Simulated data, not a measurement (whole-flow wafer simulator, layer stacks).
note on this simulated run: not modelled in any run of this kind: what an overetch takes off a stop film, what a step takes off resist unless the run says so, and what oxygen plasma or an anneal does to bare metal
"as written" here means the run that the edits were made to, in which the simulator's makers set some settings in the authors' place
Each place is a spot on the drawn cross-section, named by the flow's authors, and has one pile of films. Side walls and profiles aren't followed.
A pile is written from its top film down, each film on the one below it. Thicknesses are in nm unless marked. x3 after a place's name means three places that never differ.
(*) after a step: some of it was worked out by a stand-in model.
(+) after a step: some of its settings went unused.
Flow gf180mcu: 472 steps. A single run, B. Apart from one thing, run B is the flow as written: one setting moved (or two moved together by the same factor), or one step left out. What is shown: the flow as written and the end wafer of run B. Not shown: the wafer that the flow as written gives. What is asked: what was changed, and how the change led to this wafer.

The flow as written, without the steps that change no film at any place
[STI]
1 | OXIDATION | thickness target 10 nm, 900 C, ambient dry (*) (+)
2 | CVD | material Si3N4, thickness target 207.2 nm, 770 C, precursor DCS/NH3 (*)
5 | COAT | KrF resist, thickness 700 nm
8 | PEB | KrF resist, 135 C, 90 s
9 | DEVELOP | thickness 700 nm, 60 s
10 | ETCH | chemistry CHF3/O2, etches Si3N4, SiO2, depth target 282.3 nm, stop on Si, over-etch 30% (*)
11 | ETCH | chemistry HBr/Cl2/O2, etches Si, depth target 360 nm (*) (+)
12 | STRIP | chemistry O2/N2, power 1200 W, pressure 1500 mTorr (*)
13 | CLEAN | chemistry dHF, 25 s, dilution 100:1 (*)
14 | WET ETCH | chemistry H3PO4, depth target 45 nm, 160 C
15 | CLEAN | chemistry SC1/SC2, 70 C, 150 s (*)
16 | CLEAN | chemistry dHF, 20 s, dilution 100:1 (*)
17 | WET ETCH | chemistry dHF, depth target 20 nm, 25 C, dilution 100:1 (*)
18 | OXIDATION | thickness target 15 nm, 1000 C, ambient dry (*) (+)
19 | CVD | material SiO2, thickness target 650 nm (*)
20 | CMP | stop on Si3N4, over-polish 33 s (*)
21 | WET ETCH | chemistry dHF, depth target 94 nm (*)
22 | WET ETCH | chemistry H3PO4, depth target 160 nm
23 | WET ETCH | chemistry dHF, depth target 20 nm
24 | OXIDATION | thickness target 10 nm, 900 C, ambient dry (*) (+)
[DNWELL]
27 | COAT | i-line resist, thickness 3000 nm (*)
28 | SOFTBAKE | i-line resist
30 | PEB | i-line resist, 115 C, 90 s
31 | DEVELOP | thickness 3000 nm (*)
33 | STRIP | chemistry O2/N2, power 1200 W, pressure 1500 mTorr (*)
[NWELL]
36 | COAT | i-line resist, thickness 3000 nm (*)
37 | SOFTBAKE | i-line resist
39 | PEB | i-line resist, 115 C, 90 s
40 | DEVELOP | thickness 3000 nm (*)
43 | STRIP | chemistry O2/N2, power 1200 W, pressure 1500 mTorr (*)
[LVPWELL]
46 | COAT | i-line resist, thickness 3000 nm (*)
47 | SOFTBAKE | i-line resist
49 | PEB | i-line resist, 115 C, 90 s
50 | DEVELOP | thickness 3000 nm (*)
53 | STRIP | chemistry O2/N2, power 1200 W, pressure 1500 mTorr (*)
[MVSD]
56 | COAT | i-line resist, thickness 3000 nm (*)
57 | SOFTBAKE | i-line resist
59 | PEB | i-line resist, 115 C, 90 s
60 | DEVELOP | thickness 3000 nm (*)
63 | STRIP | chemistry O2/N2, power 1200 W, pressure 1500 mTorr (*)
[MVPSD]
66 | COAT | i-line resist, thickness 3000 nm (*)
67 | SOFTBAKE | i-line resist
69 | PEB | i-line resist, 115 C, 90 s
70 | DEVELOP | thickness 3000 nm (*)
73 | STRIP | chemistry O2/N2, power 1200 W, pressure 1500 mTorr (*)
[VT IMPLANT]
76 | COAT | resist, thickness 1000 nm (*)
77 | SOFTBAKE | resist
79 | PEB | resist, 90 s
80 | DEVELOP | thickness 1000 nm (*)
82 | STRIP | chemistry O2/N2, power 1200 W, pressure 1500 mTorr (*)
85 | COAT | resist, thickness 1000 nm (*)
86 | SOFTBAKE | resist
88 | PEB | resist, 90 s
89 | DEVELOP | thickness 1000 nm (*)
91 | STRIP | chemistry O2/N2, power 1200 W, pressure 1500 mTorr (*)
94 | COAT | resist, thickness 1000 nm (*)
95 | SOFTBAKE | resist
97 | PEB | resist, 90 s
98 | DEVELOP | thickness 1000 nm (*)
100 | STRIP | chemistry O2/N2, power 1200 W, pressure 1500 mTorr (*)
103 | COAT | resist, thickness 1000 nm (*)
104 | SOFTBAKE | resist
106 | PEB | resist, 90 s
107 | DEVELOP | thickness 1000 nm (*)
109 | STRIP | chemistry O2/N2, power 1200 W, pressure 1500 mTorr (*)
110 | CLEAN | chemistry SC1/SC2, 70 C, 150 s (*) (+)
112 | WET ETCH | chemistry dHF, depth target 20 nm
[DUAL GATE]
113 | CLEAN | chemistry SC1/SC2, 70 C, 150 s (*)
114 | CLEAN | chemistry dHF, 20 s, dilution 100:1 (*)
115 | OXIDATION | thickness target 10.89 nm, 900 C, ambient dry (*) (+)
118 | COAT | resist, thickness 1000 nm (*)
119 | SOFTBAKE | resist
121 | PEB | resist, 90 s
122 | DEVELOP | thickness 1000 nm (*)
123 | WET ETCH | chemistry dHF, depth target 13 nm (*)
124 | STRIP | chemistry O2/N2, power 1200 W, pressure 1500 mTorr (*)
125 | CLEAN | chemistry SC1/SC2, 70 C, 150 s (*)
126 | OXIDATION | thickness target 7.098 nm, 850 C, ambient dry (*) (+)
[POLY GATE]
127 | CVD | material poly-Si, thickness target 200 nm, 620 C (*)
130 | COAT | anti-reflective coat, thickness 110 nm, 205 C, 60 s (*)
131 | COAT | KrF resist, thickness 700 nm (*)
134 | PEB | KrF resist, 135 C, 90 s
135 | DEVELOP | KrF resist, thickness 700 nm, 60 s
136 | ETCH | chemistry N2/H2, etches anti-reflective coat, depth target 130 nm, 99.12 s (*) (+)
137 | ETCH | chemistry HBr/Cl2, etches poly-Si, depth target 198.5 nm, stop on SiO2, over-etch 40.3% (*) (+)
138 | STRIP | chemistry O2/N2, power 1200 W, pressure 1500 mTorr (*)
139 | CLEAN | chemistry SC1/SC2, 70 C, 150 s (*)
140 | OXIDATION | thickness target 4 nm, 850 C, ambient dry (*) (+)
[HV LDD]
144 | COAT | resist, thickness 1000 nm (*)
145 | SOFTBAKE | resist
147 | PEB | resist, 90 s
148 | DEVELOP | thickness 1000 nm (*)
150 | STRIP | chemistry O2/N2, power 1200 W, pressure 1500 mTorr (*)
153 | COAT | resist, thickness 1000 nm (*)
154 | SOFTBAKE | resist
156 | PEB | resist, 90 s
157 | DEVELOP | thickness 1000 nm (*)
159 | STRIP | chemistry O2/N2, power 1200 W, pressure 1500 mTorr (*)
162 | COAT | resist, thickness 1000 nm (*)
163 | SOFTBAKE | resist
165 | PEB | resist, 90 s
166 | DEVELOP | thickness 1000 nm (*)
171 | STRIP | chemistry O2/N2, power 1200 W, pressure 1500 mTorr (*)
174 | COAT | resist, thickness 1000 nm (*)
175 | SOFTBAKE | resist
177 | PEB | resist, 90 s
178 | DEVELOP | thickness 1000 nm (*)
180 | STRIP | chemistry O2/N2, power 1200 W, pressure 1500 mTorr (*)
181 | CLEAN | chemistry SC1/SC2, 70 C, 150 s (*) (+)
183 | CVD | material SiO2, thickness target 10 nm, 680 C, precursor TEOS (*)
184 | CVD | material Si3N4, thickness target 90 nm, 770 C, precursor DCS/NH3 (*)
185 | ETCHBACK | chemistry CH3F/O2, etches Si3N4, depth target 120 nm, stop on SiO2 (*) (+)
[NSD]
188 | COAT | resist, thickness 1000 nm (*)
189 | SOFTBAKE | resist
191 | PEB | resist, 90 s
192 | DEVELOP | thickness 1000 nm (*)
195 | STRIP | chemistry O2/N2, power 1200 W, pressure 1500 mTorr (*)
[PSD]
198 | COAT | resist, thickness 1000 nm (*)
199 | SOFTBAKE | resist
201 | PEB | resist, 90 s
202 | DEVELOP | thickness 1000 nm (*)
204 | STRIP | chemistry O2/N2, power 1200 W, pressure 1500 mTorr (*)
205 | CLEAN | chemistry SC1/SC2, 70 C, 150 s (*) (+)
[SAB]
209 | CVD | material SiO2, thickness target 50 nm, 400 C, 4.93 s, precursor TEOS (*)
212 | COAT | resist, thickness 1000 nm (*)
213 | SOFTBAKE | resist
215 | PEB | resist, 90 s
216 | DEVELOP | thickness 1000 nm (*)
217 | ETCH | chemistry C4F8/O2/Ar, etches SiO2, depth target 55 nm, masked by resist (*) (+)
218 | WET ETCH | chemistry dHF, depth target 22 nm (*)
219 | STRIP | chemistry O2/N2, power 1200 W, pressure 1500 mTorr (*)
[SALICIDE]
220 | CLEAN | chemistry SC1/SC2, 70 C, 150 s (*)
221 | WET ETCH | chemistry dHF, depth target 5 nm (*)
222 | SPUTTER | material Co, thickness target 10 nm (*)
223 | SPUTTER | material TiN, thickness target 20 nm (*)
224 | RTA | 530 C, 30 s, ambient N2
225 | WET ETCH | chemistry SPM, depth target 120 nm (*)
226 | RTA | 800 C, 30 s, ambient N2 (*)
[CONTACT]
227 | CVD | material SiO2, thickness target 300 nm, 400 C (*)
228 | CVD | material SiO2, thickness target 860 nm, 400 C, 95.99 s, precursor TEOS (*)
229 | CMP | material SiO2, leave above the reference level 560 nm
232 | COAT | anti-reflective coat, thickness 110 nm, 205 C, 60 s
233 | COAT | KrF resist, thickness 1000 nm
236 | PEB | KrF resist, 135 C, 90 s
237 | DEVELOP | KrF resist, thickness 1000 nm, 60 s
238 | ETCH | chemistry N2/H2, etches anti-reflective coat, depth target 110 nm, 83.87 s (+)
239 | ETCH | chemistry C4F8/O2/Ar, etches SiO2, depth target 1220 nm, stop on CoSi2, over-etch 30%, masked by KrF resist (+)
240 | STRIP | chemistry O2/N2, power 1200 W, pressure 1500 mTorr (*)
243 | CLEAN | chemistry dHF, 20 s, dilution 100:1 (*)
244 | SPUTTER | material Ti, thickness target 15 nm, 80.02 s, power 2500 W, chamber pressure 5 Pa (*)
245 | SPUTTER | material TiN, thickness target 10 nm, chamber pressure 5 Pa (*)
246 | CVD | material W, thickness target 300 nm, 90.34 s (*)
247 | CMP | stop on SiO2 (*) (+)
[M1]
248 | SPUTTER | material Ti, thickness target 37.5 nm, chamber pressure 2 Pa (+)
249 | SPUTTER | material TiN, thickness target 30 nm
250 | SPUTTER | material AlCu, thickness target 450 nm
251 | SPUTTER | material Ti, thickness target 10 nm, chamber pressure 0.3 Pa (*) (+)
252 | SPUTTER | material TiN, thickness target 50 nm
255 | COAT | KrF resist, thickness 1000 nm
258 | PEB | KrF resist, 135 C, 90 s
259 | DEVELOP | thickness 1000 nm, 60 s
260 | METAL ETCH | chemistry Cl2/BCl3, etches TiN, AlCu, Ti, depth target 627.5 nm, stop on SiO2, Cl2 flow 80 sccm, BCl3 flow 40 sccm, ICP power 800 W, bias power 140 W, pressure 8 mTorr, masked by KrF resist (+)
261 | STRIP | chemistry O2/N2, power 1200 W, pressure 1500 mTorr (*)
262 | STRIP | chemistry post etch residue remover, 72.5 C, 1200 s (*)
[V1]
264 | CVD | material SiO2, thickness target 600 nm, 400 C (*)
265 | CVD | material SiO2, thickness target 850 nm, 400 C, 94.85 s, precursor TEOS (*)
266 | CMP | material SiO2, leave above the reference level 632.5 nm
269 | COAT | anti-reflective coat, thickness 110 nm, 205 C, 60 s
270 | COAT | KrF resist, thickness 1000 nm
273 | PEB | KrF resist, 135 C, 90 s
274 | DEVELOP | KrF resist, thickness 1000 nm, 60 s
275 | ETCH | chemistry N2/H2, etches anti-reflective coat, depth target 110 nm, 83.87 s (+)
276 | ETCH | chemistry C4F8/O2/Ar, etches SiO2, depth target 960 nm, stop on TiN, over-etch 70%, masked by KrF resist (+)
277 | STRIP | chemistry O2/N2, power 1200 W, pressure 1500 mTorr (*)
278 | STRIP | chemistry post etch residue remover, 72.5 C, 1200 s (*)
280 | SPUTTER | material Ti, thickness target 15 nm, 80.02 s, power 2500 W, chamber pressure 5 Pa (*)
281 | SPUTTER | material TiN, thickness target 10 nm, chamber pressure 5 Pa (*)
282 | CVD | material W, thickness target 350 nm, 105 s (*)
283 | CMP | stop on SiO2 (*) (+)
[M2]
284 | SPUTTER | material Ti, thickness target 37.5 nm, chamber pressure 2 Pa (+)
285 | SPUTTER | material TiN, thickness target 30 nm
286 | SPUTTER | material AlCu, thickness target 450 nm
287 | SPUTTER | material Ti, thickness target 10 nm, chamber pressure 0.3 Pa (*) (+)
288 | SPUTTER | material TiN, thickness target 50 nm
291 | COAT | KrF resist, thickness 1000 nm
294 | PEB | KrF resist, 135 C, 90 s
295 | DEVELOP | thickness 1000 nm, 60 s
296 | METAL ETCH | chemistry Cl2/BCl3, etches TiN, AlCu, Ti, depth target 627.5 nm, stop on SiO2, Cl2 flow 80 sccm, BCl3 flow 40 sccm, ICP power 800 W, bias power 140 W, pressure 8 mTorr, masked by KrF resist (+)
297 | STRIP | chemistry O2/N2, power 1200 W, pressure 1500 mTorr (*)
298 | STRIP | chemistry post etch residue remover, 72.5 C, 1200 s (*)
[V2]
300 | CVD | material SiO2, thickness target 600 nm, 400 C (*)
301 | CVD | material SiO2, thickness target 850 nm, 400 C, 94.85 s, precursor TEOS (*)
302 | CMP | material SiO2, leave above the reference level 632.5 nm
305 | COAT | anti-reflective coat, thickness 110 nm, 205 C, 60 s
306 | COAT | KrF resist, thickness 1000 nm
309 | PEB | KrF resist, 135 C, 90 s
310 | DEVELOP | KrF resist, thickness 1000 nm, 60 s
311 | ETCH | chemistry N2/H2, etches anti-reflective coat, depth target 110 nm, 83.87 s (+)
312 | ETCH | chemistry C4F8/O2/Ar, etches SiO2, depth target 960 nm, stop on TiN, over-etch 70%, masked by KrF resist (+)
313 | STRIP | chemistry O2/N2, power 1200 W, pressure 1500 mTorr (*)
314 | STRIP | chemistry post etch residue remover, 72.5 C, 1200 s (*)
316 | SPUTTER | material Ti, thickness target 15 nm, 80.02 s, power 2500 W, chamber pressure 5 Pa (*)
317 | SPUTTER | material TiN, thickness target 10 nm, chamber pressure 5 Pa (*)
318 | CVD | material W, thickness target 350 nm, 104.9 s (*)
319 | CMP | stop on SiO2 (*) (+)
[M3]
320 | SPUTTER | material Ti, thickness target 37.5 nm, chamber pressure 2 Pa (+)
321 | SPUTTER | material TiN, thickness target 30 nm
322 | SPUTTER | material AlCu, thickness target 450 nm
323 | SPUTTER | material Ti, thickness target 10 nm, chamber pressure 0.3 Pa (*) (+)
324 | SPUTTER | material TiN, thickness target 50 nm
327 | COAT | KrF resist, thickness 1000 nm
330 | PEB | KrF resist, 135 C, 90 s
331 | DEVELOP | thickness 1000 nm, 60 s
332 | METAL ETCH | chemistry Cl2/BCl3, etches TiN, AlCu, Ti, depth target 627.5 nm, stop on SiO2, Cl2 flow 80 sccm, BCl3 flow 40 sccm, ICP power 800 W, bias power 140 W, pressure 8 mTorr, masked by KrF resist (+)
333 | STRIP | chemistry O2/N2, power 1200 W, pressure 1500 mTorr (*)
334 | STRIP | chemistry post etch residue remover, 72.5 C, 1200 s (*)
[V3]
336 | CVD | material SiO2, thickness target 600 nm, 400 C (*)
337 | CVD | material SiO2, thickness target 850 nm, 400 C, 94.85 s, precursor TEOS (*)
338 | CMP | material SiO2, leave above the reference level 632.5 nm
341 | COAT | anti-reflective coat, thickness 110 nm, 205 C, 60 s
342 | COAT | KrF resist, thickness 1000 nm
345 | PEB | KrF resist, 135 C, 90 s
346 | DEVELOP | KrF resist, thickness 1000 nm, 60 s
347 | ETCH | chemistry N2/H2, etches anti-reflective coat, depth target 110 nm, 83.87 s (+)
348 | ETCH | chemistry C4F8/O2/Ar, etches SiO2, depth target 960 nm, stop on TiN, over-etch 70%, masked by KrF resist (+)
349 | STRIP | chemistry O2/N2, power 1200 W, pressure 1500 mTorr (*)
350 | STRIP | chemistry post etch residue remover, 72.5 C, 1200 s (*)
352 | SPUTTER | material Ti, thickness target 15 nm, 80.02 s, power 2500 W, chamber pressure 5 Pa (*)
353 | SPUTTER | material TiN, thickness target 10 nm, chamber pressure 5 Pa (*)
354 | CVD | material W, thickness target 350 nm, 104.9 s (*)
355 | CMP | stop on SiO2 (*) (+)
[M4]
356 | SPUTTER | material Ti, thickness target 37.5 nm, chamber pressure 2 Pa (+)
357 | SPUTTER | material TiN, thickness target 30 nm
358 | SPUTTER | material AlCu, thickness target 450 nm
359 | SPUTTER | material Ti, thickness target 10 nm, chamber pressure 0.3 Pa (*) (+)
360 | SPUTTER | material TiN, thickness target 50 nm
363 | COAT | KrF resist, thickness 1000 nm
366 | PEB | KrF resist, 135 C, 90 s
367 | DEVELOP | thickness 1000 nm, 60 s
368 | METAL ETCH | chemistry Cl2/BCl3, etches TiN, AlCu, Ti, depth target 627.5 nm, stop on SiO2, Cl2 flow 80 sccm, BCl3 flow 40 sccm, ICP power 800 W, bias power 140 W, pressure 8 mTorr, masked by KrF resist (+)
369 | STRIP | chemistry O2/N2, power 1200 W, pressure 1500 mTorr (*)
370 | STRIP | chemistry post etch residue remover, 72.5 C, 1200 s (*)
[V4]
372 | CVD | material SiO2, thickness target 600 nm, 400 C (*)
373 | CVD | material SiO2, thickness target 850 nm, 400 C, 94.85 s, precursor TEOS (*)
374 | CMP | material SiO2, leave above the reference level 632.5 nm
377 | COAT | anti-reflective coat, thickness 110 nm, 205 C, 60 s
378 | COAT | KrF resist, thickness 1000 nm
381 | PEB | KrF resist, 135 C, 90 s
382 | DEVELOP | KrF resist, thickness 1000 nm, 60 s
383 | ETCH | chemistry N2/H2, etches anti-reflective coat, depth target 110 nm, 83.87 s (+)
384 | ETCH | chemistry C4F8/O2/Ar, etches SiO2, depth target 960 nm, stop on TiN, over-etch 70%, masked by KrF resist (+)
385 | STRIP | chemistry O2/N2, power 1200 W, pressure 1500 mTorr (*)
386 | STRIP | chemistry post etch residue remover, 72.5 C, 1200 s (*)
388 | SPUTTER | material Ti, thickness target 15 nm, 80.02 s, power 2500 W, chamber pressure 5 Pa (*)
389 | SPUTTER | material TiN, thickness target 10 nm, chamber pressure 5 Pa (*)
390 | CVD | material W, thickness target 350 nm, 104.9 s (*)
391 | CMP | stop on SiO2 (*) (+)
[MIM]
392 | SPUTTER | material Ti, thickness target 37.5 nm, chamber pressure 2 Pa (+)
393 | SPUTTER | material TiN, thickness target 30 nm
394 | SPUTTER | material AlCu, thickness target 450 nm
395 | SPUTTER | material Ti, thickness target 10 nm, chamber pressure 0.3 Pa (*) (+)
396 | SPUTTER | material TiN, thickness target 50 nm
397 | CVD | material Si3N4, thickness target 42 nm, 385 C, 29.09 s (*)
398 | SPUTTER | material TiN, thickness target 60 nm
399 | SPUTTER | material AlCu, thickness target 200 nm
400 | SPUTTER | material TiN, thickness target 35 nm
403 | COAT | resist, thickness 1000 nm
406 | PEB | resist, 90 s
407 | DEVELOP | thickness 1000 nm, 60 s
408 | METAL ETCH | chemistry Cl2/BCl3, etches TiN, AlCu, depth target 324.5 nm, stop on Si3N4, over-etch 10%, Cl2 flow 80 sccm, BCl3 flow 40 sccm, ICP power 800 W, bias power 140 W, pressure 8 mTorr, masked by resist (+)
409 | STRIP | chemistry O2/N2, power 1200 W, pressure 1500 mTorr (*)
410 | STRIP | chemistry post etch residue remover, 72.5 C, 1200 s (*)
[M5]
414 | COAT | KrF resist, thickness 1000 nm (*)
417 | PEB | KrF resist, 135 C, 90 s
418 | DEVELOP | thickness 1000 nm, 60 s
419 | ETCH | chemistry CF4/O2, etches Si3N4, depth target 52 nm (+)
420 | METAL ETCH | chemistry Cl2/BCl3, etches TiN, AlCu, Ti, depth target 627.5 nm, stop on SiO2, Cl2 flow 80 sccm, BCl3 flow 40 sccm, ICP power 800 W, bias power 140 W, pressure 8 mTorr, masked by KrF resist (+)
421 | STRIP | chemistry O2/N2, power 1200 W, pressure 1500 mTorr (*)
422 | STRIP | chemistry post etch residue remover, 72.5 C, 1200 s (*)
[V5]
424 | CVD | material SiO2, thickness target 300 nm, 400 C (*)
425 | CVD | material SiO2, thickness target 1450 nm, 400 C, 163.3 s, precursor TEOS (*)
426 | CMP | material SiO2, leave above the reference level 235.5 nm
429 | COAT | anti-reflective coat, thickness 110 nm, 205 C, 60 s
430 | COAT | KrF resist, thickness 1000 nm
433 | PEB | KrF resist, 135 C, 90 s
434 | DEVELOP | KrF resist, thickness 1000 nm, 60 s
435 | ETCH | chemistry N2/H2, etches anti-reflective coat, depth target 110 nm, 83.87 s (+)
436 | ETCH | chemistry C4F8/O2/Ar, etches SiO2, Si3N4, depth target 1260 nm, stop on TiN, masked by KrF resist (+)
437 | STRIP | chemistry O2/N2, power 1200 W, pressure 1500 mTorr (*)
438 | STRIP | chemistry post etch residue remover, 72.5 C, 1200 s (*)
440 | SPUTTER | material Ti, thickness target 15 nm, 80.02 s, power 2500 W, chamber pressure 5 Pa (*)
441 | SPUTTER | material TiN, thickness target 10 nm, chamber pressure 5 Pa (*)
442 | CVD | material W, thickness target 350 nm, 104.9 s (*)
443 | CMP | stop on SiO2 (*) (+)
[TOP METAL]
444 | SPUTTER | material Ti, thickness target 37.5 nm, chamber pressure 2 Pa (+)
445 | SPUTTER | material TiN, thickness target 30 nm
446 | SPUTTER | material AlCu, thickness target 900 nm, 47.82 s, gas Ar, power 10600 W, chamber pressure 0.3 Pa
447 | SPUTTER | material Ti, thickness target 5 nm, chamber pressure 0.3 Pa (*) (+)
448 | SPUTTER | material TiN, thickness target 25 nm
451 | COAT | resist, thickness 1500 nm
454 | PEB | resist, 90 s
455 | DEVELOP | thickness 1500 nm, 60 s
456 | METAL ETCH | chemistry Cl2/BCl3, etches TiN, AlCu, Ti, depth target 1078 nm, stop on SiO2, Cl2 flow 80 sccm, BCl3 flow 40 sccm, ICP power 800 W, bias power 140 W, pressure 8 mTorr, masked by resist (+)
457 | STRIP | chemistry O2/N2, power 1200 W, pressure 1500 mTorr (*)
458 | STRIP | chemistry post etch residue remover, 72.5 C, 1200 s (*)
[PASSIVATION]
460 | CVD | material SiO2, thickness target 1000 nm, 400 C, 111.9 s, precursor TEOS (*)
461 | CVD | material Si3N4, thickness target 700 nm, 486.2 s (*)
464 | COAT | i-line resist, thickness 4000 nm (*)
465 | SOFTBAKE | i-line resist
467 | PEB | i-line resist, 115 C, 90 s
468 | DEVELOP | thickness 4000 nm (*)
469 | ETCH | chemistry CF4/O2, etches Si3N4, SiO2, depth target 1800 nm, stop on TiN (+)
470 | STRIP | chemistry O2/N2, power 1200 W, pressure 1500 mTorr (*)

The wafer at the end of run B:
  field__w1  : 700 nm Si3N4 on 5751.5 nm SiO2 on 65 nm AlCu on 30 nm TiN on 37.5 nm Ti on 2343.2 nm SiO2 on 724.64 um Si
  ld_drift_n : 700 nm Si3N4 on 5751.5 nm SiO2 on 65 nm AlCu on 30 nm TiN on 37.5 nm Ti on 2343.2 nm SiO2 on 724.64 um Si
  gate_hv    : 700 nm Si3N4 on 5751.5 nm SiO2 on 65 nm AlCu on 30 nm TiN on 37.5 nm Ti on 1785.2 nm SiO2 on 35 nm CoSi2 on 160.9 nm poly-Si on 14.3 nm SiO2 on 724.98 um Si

What caused this: step 296, METAL ETCH: depth target 439.3 nm was run, though the flow has depth target 627.5 nm.

Step by step, how the change led to this:
  296 | METAL ETCH | chemistry Cl2/BCl3, etches TiN, AlCu, Ti, depth target 627.5 nm, stop on SiO2, Cl2 flow 80 sccm, BCl3 flow 40 sccm, ICP power 800 W, bias power 140 W, pressure 8 mTorr, masked by KrF resist (+)
      field, field__w1, field__w2 and 103 more: TiN loses 50 (all of it), Ti loses 10 (all of it), AlCu loses 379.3 (as written it would have been: TiN loses 50 (all of it), Ti loses 10 (all of it), AlCu loses 450 (all of it), TiN loses 30 (all of it), Ti loses 37.5 (all of it))
      field__w8, contact, m1, m1__w1, m1_nw: KrF resist loses 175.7 (as written it would have been: KrF resist loses 251)
  297 | STRIP | chemistry O2/N2, power 1200 W, pressure 1500 mTorr (*)
      field__w8, contact, m1, m1__w1, m1_nw: KrF resist loses 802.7 (all of it) (as written it would have been: KrF resist loses 727.4 (all of it))
  298 | STRIP | chemistry post etch residue remover, 72.5 C, 1200 s (*)
      field, field__w1, field__w2 and 103 more: AlCu loses 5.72 (as written it would have been: nothing)
  300 | CVD | material SiO2, thickness target 600 nm, 400 C (*)
      field, field__w1, field__w2 and 103 more: SiO2 gains 600 (new film) (as written it would have been: SiO2 gains 600)
  302 | CMP | material SiO2, leave above the reference level 632.5 nm
      field, field__w1, field__w2 and 103 more: SiO2 loses 432.5 (as written it would have been: SiO2 loses 300)
With metal films that touch counted as one body, field__w1 has 1 body; the flow as written gives 0 bodies.
With metal films that touch counted as one body, ld_drift_n has 1 body; the flow as written gives 0 bodies.
With metal films that touch counted as one body, gate_hv has 2 bodies (between them, from the top down: SiO2 1785.2); the flow as written gives 1 body.
